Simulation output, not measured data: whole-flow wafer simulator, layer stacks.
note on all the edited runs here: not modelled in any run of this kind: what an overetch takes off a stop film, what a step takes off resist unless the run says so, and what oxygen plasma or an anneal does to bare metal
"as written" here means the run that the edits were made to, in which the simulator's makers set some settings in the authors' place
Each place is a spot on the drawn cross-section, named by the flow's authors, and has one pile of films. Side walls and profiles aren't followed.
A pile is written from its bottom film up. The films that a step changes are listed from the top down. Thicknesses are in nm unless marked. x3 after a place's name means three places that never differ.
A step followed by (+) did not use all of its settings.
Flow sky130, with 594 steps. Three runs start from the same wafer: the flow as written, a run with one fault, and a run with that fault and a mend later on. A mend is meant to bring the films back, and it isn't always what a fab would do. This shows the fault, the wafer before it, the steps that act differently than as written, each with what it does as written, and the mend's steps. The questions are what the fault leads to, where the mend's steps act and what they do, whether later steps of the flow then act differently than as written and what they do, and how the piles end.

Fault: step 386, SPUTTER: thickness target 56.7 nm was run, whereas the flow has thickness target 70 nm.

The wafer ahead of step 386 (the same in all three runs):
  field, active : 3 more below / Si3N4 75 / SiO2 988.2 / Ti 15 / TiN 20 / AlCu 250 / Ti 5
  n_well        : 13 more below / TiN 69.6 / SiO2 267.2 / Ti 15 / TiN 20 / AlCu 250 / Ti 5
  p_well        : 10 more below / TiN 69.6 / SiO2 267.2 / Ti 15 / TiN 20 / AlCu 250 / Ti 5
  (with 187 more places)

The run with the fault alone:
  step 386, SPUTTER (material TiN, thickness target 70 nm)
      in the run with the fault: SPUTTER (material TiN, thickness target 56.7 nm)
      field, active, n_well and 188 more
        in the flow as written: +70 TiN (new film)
        in the run with the fault: +56.7 TiN (new film)
  Steps further on in the flow that do not act as written (12 more steps, not shown, differ only slightly: by at most 2% or 0.5 nm, whichever is larger):
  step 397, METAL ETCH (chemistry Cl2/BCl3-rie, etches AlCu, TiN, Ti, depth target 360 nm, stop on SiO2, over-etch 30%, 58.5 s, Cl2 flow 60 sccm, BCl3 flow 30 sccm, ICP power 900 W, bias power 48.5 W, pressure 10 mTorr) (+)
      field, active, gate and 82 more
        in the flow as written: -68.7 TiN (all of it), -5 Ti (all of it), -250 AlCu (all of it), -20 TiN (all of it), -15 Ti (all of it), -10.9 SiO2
        in the run with the fault: -55.4 TiN (all of it), -5 Ti (all of it), -250 AlCu (all of it), -20 TiN (all of it), -15 Ti (all of it), -12.3 SiO2
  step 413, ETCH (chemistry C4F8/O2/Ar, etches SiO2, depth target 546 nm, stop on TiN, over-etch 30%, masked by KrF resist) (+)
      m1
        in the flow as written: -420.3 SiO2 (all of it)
        in the run with the fault: -433.6 SiO2 (all of it)
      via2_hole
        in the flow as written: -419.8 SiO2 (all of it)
        in the run with the fault: -433.1 SiO2 (all of it)
  By the end, the piles at n_well, p_well, gate_hv and 103 more depart from the flow's by more than 2% or 0.5 nm, whichever is larger.
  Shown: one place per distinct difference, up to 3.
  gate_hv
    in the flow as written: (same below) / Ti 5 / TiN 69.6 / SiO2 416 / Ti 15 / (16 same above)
    in the run with the fault: (same below) / Ti 5 / TiN 56.3 / SiO2 429.3 / Ti 15 / (16 same above)
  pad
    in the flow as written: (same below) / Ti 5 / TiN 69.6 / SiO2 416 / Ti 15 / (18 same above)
    in the run with the fault: (same below) / Ti 5 / TiN 56.3 / SiO2 429.3 / Ti 15 / (18 same above)
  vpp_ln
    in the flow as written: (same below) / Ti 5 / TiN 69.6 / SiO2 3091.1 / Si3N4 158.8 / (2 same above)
    in the run with the fault: (same below) / Ti 5 / TiN 56.3 / SiO2 3104.4 / Si3N4 158.8 / (2 same above)

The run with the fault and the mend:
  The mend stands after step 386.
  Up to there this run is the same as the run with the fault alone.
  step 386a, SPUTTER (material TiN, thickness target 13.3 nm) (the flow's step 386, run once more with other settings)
      field, active, n_well and 188 more
        +13.3 TiN
  Every later step of the flow that is run acts as written at every place that is followed.
  The piles end the same as the flow's at every place that both follow.
